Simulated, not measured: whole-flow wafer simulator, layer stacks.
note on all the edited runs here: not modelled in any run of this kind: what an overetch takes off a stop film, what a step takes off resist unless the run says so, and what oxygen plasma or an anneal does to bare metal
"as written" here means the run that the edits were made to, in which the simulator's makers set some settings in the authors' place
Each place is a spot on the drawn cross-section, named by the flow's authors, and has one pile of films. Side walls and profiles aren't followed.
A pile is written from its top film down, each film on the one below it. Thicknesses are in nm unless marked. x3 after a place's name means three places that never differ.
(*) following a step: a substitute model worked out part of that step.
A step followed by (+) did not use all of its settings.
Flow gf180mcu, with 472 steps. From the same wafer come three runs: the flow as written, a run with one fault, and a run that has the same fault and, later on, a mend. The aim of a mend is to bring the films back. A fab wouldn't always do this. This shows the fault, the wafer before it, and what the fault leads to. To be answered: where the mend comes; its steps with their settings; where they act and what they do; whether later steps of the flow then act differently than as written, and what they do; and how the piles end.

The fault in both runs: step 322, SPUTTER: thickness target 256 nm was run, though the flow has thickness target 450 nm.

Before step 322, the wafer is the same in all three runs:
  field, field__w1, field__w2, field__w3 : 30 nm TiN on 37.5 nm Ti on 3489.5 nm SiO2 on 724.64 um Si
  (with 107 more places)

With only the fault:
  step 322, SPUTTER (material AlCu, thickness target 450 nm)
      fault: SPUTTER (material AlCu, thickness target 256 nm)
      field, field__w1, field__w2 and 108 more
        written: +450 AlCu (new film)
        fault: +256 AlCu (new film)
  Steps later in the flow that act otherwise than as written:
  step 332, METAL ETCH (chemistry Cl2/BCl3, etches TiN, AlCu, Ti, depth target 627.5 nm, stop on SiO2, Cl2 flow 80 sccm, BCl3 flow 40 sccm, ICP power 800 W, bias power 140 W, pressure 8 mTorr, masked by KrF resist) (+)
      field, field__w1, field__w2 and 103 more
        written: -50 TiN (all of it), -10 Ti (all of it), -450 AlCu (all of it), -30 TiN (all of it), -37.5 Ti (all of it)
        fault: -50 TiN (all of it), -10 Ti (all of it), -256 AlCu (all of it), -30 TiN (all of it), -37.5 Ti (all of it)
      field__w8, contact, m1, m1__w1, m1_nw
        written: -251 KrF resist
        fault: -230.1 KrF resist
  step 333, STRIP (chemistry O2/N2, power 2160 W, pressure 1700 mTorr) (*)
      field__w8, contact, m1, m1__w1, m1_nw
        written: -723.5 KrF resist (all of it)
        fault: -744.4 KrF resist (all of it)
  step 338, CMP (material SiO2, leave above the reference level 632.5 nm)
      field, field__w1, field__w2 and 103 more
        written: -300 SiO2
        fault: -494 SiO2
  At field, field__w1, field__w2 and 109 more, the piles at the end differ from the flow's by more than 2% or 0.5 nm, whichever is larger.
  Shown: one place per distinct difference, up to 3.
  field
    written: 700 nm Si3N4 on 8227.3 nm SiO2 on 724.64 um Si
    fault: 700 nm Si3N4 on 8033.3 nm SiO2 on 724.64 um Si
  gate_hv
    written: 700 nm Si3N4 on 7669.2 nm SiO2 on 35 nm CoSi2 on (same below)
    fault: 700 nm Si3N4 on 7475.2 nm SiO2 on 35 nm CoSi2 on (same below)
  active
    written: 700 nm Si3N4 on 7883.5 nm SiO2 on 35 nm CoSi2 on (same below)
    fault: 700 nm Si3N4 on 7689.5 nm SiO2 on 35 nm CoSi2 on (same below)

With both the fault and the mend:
  The mend stands after step 322.
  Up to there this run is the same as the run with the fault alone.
  step 322a, SPUTTER (material AlCu, thickness target 194 nm) (the flow's step 322 again, with other settings)
      field, field__w1, field__w2 and 108 more
        +194 AlCu
  Every later step of the flow that is run acts as written at every place that is followed.
  By the end, the piles equal the flow's at every place that both follow.
